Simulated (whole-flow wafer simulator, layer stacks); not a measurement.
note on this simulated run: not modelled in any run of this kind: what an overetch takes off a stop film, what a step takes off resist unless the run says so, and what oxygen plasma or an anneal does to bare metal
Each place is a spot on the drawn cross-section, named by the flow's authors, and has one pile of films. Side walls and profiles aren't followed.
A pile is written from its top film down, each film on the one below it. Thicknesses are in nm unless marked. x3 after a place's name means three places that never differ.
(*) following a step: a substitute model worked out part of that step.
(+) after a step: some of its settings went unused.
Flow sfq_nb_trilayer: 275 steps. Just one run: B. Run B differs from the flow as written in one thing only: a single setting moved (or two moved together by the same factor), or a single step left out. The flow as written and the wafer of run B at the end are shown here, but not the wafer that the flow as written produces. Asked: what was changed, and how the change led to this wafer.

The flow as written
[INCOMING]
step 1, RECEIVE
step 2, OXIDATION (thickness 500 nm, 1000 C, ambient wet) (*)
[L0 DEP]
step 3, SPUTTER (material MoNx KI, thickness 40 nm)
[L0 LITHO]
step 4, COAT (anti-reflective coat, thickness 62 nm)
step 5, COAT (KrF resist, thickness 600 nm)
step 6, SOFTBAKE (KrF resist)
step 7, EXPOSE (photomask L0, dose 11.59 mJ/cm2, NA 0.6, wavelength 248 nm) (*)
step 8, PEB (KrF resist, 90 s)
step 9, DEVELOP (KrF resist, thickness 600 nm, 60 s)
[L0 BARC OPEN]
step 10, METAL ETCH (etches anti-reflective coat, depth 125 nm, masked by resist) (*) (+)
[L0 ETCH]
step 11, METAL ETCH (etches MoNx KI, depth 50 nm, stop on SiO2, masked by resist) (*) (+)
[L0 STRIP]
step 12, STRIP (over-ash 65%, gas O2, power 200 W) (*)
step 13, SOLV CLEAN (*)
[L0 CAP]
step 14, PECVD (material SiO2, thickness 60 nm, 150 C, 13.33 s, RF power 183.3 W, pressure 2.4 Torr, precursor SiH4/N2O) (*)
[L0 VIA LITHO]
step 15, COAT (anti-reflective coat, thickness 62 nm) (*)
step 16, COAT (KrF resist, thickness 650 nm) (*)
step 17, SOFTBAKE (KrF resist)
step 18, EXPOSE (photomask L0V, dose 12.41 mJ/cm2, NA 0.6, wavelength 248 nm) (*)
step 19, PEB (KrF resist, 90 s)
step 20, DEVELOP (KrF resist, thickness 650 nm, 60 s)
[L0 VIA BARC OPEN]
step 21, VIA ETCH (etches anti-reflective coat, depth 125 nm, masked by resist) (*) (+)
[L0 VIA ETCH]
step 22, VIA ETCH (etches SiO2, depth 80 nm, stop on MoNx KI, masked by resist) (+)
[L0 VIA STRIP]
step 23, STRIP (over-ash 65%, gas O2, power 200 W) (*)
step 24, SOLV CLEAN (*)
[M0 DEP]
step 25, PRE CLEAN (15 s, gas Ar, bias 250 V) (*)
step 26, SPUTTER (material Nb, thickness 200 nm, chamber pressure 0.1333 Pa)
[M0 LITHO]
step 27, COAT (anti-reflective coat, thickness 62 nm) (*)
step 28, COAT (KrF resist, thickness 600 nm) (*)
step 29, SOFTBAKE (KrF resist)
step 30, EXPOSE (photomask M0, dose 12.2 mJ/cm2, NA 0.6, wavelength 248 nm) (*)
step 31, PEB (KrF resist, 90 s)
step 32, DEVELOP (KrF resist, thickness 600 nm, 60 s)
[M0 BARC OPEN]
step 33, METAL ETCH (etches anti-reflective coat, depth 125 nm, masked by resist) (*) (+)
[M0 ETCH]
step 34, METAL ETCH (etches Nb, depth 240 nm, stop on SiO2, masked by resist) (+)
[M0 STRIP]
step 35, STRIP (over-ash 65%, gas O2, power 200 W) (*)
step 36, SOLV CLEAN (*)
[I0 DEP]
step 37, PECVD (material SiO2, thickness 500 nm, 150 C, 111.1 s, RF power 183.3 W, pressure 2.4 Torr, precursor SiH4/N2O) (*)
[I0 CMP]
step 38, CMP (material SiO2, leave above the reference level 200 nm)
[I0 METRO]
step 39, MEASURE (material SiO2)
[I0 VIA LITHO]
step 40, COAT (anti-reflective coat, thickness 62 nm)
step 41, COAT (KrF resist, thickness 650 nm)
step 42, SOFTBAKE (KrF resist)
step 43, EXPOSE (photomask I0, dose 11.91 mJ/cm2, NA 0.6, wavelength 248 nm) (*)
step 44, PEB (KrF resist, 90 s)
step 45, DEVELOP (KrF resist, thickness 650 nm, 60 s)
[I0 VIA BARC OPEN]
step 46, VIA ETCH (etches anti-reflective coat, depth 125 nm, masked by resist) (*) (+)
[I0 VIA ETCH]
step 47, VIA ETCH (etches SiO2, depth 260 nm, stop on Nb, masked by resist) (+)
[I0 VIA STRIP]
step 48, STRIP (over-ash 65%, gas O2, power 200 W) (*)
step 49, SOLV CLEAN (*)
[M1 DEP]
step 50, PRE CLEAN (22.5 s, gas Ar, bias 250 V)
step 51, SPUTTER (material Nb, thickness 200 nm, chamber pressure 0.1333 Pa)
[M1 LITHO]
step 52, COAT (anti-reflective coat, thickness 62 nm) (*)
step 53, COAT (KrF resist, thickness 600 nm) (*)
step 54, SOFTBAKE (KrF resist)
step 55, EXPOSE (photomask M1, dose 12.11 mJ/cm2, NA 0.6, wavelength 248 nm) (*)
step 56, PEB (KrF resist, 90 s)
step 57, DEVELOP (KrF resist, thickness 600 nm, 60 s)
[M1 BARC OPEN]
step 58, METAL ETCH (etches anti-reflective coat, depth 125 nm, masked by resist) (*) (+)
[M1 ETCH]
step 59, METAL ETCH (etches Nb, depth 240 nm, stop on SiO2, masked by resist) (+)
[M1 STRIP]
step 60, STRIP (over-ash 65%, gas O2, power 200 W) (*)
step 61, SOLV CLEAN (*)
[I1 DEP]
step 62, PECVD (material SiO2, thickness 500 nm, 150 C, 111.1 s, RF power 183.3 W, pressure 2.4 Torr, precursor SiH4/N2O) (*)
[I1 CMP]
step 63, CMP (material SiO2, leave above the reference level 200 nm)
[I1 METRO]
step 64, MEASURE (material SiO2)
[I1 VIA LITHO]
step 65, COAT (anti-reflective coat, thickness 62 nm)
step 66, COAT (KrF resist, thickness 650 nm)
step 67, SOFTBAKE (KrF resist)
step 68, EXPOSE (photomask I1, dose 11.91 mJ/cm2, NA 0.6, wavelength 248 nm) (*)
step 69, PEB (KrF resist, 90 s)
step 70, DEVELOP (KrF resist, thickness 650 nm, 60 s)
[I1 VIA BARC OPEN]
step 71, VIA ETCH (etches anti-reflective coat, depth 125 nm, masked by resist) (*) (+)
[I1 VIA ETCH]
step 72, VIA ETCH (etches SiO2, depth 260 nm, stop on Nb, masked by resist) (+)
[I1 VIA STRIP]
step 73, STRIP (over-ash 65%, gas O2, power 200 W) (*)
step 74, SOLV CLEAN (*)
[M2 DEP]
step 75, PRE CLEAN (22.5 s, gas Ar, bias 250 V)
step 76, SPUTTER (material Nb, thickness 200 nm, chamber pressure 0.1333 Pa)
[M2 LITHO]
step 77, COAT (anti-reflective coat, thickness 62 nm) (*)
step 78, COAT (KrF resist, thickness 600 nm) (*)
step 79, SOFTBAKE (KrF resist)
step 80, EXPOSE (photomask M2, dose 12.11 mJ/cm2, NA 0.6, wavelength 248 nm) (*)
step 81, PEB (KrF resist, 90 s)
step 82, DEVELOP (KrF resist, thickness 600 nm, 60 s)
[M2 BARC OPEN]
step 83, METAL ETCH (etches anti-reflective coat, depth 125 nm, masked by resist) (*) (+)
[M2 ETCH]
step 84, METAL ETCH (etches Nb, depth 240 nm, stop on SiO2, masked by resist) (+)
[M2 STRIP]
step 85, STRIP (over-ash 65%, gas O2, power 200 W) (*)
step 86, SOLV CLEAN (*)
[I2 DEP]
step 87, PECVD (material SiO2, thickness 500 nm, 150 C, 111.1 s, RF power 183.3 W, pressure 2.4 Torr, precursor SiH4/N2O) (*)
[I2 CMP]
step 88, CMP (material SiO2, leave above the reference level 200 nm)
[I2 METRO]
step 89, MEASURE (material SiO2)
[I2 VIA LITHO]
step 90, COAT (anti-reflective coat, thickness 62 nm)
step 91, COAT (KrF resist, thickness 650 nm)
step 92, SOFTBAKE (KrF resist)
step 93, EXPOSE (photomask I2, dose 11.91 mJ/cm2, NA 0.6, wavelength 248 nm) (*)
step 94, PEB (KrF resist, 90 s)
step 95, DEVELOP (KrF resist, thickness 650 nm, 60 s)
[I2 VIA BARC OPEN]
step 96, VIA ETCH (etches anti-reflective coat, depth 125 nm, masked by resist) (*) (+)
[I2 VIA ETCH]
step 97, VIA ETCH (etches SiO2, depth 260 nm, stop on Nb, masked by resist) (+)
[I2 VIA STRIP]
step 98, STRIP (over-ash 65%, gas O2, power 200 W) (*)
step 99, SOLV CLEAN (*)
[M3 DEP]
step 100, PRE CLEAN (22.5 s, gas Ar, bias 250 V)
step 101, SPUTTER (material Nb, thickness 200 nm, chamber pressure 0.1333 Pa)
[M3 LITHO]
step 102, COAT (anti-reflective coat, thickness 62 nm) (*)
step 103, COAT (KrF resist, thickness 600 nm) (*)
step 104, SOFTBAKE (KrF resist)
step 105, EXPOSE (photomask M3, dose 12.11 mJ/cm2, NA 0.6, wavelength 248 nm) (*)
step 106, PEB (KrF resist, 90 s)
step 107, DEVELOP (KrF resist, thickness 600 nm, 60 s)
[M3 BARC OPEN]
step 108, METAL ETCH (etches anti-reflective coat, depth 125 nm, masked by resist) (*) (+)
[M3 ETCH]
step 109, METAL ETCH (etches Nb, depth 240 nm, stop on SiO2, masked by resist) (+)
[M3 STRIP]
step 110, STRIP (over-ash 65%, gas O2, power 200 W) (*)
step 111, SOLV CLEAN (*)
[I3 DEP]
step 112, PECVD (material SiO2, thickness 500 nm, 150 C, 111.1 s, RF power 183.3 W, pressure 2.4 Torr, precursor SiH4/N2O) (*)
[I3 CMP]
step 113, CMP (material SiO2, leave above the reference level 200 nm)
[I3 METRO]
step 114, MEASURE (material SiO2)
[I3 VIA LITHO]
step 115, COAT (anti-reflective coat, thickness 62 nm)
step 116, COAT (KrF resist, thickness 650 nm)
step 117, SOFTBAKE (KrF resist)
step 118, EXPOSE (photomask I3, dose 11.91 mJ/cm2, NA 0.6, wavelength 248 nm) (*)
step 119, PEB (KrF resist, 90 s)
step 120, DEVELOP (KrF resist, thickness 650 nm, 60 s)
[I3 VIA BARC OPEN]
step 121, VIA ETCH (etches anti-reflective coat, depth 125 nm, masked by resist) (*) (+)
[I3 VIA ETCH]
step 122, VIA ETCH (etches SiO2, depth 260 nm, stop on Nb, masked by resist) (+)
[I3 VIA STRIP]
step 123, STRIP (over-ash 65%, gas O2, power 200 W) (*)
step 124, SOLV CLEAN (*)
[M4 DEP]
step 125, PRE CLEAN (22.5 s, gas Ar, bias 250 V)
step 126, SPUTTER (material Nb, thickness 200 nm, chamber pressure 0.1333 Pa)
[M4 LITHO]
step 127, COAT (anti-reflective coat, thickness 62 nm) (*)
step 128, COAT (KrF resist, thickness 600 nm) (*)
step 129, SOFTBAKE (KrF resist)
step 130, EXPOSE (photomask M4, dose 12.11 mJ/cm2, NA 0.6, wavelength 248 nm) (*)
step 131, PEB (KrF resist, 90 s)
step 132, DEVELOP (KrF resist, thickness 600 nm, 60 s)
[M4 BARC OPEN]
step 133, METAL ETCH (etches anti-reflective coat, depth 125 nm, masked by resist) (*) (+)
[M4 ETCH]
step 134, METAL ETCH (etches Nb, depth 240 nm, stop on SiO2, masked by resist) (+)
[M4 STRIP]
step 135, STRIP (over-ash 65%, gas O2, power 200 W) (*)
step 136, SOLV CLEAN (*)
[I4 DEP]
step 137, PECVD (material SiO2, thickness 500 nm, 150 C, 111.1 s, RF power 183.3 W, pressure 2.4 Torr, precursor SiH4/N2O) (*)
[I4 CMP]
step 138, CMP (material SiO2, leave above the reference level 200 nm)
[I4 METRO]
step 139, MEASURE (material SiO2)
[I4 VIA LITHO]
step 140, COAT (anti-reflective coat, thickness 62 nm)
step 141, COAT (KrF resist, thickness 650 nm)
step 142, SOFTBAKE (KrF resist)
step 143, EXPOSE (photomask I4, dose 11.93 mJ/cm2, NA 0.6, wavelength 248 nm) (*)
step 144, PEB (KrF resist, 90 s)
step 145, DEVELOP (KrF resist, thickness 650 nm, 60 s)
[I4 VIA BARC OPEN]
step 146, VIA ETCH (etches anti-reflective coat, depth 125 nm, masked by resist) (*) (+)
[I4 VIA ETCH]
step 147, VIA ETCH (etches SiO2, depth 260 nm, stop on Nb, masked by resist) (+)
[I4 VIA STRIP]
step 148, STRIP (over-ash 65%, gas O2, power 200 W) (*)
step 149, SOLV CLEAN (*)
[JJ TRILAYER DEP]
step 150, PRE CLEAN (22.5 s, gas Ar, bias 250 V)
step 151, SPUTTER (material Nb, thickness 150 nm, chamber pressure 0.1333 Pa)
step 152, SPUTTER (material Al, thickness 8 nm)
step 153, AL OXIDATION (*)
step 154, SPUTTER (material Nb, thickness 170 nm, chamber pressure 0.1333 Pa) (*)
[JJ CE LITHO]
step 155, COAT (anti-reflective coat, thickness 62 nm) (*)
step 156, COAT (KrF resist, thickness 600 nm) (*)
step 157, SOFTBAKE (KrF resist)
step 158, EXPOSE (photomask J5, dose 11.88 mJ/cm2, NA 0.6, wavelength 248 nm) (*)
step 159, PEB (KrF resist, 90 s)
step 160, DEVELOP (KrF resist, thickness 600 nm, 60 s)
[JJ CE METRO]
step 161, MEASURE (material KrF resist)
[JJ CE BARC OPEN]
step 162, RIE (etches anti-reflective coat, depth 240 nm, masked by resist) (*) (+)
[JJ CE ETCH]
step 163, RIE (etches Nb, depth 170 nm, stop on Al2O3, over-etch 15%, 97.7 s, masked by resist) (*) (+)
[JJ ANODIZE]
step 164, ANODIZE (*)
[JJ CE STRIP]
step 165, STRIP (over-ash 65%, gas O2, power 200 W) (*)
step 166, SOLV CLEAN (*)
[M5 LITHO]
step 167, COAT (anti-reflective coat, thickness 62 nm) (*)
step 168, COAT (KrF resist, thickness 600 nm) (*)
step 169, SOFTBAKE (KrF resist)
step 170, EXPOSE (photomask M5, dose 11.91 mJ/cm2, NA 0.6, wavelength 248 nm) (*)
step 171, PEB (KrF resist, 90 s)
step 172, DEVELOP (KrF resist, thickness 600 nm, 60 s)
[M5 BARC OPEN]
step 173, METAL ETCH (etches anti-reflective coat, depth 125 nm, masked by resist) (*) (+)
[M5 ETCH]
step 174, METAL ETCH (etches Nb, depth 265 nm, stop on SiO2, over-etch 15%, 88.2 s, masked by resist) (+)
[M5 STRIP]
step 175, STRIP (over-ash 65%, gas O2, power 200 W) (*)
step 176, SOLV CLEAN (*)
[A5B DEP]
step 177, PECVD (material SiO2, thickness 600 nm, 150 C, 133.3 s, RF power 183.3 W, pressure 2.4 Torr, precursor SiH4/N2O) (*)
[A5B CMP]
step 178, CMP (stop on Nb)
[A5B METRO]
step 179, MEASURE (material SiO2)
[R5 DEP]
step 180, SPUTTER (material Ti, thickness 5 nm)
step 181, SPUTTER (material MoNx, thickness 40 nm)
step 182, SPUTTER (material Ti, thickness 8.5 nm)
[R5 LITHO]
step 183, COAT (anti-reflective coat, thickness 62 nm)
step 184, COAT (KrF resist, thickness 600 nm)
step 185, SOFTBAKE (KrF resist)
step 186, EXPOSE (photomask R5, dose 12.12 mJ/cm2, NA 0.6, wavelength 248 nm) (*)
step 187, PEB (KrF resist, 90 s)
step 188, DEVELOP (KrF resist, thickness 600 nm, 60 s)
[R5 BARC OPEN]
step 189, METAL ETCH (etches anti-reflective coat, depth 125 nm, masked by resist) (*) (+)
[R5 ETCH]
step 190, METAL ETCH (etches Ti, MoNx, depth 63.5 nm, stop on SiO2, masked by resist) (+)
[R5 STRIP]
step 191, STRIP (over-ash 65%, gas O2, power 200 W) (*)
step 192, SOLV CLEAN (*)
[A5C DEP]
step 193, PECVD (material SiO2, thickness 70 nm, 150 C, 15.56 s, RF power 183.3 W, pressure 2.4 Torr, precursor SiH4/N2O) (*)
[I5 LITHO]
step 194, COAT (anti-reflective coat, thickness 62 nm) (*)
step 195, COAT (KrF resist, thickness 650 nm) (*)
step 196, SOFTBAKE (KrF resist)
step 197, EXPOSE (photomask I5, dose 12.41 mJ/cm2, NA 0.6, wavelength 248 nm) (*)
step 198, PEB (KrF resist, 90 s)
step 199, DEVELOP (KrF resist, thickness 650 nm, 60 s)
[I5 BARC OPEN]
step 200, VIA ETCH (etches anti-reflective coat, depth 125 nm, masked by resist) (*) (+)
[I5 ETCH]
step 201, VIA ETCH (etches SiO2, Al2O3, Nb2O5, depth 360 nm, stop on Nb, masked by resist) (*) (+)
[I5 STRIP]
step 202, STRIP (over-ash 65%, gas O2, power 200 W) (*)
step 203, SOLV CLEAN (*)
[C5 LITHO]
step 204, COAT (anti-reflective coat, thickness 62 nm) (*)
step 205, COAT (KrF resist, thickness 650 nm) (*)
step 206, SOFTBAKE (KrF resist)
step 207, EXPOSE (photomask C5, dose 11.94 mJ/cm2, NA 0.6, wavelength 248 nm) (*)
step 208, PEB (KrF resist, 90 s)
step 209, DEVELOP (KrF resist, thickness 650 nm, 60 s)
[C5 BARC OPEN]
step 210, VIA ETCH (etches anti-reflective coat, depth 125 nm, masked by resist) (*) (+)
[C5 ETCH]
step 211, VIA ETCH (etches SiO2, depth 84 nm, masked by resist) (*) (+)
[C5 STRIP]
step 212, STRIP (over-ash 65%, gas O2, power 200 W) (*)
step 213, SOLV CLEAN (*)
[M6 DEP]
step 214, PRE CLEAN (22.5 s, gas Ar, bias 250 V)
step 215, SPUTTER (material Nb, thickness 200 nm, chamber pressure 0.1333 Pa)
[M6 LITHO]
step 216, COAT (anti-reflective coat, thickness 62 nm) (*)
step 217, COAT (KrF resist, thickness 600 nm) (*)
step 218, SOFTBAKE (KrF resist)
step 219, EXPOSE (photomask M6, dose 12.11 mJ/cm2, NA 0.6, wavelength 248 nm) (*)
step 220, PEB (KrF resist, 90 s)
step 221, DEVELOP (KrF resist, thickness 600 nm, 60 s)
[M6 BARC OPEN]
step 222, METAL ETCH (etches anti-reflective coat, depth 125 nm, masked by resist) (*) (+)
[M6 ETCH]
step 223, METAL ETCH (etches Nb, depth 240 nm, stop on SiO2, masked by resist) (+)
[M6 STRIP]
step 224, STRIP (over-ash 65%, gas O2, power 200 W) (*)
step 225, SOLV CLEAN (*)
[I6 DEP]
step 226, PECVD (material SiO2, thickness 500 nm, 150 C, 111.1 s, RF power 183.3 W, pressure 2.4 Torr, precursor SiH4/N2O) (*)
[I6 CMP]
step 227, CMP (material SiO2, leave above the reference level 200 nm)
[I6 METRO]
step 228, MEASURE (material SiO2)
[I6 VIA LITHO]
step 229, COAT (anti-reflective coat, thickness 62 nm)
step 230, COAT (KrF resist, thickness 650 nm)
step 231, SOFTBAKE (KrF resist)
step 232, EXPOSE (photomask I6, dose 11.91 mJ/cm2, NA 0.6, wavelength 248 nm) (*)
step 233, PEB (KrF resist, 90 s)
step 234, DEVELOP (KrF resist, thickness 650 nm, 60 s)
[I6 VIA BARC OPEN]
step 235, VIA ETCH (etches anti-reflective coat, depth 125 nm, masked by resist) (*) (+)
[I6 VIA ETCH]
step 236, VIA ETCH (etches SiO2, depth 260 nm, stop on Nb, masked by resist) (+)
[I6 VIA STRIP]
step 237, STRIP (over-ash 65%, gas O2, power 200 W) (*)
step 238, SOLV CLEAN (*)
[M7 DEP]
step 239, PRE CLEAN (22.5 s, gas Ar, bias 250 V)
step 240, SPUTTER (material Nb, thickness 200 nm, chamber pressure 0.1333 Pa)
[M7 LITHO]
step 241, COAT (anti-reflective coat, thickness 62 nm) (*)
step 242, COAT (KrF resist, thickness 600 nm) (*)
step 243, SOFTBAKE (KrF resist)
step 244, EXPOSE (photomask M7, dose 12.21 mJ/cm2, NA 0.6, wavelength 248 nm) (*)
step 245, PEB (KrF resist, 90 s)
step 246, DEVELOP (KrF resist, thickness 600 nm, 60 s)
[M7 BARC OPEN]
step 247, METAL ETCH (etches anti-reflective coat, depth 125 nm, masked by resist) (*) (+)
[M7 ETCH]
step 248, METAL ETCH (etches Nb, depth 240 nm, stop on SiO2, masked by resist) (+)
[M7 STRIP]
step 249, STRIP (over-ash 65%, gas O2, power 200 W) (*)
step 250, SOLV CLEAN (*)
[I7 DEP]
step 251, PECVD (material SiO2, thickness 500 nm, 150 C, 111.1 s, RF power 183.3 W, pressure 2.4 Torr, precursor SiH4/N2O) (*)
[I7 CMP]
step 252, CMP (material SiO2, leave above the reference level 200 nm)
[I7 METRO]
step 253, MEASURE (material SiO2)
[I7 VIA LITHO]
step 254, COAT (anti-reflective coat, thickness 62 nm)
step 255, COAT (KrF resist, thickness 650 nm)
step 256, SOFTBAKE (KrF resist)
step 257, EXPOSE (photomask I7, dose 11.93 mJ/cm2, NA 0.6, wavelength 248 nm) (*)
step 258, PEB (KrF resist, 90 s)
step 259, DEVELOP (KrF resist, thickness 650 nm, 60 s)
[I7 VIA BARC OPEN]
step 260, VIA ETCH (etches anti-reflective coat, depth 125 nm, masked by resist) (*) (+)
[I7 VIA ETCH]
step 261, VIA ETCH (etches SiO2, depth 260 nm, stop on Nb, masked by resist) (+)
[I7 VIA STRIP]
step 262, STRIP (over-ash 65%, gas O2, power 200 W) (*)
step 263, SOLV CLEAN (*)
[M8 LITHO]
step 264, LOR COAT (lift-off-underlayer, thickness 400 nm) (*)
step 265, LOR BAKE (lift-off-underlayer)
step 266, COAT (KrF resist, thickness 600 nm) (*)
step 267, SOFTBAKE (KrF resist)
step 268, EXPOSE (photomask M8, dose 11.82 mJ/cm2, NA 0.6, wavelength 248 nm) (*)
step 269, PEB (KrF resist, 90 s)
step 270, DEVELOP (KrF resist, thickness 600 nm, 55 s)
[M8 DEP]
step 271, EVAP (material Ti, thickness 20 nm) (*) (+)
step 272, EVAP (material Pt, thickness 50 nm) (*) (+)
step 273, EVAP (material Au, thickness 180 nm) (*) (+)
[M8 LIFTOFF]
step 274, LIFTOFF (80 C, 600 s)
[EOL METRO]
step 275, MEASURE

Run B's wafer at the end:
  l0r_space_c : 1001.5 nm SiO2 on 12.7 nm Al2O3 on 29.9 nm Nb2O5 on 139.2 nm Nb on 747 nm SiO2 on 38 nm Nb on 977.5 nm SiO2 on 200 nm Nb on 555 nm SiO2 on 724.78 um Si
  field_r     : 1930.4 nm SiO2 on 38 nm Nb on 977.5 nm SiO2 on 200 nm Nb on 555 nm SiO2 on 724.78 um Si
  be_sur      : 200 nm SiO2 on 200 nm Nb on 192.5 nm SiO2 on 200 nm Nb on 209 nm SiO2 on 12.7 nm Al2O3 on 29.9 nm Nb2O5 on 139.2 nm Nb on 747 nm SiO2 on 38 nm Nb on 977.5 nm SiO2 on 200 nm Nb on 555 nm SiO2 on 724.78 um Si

What caused this: step 109, METAL ETCH: depth 162 nm was run, while the flow as written has depth 240 nm.

How this came from the change, step by step:
  step 109, METAL ETCH (etches Nb, depth 240 nm, stop on SiO2, masked by resist) (+)
      field_l, be, be_sur and 72 more: -162 Nb (it would be, as written: -200 Nb (all of it))
      v_sur, via_wl, via_w and 28 more: -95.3 KrF resist (it would be, as written: -141.2 KrF resist)
  step 110, STRIP (over-ash 65%, gas O2, power 200 W) (*)
      p4_w1, p4_w2, p4_w3 and 21 more: -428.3 KrF resist (all of it), -62 anti-reflective coat (all of it) (it would be, as written: -382.4 KrF resist (all of it), -62 anti-reflective coat (all of it))
      via_wl, via_wr: -430.1 KrF resist (all of it), -34.2 anti-reflective coat (all of it) (it would be, as written: -384.2 KrF resist (all of it), -34.2 anti-reflective coat (all of it))
      (and at 5 other places as well)
  step 112, PECVD (material SiO2, thickness 500 nm, 150 C, 111.1 s, RF power 183.3 W, pressure 2.4 Torr, precursor SiH4/N2O) (*)
      field_l, be, be_sur and 64 more: +500 SiO2 (new film) (it would be, as written: +500 SiO2)
      p4_g1, p4_g2, p3_s0, p3_s1, p3_s2, p3_s3, p3_s4, p3_s5: +519.1 SiO2 (new film) (it would be, as written: +557.1 SiO2)
  step 113, CMP (material SiO2, leave above the reference level 200 nm)
      field_l, be, be_sur and 64 more: -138 SiO2 (it would be, as written: -100 SiO2)
If metal films that touch count as one body, l0r_space_c has 3 bodies (between them, from the top down: SiO2 747; SiO2 977.5); the flow as written gives 2 bodies (between them, from the top down: SiO2 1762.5).
If metal films that touch count as one body, field_r has 2 bodies (between them, from the top down: SiO2 977.5); the flow as written gives 1 body.
If metal films that touch count as one body, be_sur has 5 bodies (between them, from the top down: SiO2 192.5; SiO2 209 / Al2O3 12.7 / Nb2O5 29.9; SiO2 747; SiO2 977.5); the flow as written gives 4 bodies (between them, from the top down: SiO2 192.5; SiO2 209 / Al2O3 12.7 / Nb2O5 29.9; SiO2 1762.5).
